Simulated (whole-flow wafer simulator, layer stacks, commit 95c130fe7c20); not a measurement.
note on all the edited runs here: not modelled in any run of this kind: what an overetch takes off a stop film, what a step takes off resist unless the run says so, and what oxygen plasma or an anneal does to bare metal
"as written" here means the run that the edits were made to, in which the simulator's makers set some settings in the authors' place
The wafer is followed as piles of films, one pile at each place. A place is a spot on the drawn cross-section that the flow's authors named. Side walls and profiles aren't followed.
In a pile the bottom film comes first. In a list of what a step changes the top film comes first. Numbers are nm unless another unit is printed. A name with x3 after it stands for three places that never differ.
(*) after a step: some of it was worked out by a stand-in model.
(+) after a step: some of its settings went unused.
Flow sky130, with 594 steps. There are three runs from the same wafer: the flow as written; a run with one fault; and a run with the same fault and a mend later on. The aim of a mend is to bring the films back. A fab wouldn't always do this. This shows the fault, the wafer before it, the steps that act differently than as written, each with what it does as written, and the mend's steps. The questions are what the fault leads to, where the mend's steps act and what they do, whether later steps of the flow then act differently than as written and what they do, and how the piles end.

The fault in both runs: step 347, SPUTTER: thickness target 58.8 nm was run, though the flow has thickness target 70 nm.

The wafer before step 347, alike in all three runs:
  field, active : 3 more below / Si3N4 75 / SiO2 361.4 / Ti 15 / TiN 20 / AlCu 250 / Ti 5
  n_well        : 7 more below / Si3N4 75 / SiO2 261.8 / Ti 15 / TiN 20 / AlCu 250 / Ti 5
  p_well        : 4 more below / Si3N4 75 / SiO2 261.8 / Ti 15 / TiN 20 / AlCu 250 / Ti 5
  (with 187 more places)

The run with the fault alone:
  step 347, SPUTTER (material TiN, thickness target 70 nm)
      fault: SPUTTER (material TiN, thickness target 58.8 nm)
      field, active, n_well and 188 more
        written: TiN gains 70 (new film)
        fault: TiN gains 58.8 (new film)
  Steps later in the flow that act otherwise than as written (not shown: 12 more steps that differ only slightly, by at most 2% or 0.5 nm, whichever is larger):
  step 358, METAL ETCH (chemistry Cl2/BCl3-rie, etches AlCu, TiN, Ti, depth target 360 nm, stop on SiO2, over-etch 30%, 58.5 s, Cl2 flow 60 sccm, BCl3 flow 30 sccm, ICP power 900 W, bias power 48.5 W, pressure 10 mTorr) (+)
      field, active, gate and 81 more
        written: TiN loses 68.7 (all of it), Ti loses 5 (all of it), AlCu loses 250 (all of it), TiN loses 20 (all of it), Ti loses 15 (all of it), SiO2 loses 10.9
        fault: TiN loses 57.5 (all of it), Ti loses 5 (all of it), AlCu loses 250 (all of it), TiN loses 20 (all of it), Ti loses 15 (all of it), SiO2 loses 12.1
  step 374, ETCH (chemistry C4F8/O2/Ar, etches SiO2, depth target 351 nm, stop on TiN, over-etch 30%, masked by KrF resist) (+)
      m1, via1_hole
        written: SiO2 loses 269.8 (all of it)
        fault: SiO2 loses 281 (all of it)
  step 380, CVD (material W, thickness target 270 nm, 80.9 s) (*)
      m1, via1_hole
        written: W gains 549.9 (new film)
        fault: W gains 561.3 (new film)
  At n_well, p_well, gate_hv and 104 more, the piles at the end differ from the flow's by more than 2% or 0.5 nm, whichever is larger.
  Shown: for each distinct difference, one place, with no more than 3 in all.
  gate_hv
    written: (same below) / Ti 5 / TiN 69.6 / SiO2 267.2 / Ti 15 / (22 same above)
    fault: (same below) / Ti 5 / TiN 58.4 / SiO2 278.4 / Ti 15 / (22 same above)
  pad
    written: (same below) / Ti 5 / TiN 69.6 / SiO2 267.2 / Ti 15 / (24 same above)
    fault: (same below) / Ti 5 / TiN 58.4 / SiO2 278.4 / Ti 15 / (24 same above)
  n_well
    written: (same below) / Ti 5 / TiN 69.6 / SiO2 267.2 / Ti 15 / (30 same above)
    fault: (same below) / Ti 5 / TiN 58.4 / SiO2 278.4 / Ti 15 / (30 same above)

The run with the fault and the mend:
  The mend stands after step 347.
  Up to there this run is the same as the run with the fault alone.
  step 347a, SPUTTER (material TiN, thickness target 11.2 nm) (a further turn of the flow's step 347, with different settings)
      field, active, n_well and 188 more
        TiN gains 11.2
  Later steps of the flow that are run all act as written at every place that is followed, up to a difference of at most 2% or 0.5 nm, whichever is larger.
  The piles end the same as the flow's at every place that both follow.
